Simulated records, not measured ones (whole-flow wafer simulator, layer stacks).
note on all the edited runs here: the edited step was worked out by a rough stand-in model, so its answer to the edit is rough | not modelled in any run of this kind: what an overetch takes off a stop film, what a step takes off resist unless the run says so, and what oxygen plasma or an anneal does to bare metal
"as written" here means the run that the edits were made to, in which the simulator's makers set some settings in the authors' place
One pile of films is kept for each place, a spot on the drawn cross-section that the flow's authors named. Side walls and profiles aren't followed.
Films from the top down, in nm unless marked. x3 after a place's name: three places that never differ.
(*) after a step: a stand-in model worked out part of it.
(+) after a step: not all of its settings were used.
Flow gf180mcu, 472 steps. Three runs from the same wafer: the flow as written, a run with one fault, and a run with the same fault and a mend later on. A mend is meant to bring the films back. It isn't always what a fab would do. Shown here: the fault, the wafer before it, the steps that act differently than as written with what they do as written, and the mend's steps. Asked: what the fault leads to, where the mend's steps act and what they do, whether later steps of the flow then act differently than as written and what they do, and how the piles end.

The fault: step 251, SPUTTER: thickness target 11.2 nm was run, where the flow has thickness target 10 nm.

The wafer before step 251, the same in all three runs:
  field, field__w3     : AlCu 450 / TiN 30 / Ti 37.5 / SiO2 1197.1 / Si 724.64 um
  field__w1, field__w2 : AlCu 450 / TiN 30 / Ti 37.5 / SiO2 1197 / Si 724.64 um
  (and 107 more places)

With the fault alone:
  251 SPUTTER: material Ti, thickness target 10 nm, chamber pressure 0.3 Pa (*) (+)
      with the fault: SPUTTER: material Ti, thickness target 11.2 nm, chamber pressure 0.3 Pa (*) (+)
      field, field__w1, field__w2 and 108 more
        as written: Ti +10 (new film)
        with the fault: Ti +11.2 (new film)
  Later steps of the flow that act differently than as written (5 more steps differ only slightly, by at most 2% or 0.5 nm, whichever is larger, and aren't shown):
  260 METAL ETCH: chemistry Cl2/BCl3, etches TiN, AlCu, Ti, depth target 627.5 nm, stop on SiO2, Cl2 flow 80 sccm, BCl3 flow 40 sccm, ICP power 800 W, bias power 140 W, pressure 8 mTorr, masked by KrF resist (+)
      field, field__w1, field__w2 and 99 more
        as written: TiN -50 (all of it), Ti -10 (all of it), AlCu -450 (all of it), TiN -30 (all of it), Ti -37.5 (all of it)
        with the fault: TiN -50 (all of it), Ti -11.2 (all of it), AlCu -450 (all of it), TiN -30 (all of it), Ti -37.5 (all of it)
  At the end the piles differ from the flow's by more than 2% or 0.5 nm, whichever is larger, at field__w8, contact, m1 and 6 more.
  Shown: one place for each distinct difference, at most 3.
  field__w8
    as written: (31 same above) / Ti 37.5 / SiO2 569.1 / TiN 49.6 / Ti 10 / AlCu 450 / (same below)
    with the fault: (31 same above) / Ti 37.5 / SiO2 567.9 / TiN 49.6 / Ti 11.2 / AlCu 450 / (same below)
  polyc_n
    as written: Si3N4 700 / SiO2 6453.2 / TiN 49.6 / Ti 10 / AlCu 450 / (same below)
    with the fault: Si3N4 700 / SiO2 6452 / TiN 49.6 / Ti 11.2 / AlCu 450 / (same below)
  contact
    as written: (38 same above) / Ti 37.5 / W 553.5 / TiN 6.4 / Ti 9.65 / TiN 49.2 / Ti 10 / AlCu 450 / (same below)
    with the fault: (38 same above) / Ti 37.5 / W 552.3 / TiN 6.41 / Ti 9.66 / TiN 49.2 / Ti 11.2 / AlCu 450 / (same below)

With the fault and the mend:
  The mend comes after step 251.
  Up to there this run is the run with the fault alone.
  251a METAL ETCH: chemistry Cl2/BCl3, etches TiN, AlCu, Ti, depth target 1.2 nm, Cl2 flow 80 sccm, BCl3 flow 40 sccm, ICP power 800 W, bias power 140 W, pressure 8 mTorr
      field, field__w1, field__w2 and 108 more
        Ti -1.2
  No later step of the flow acts differently than as written at any place that is followed.
  At the end the piles are the same as the flow's at every place that both follow.
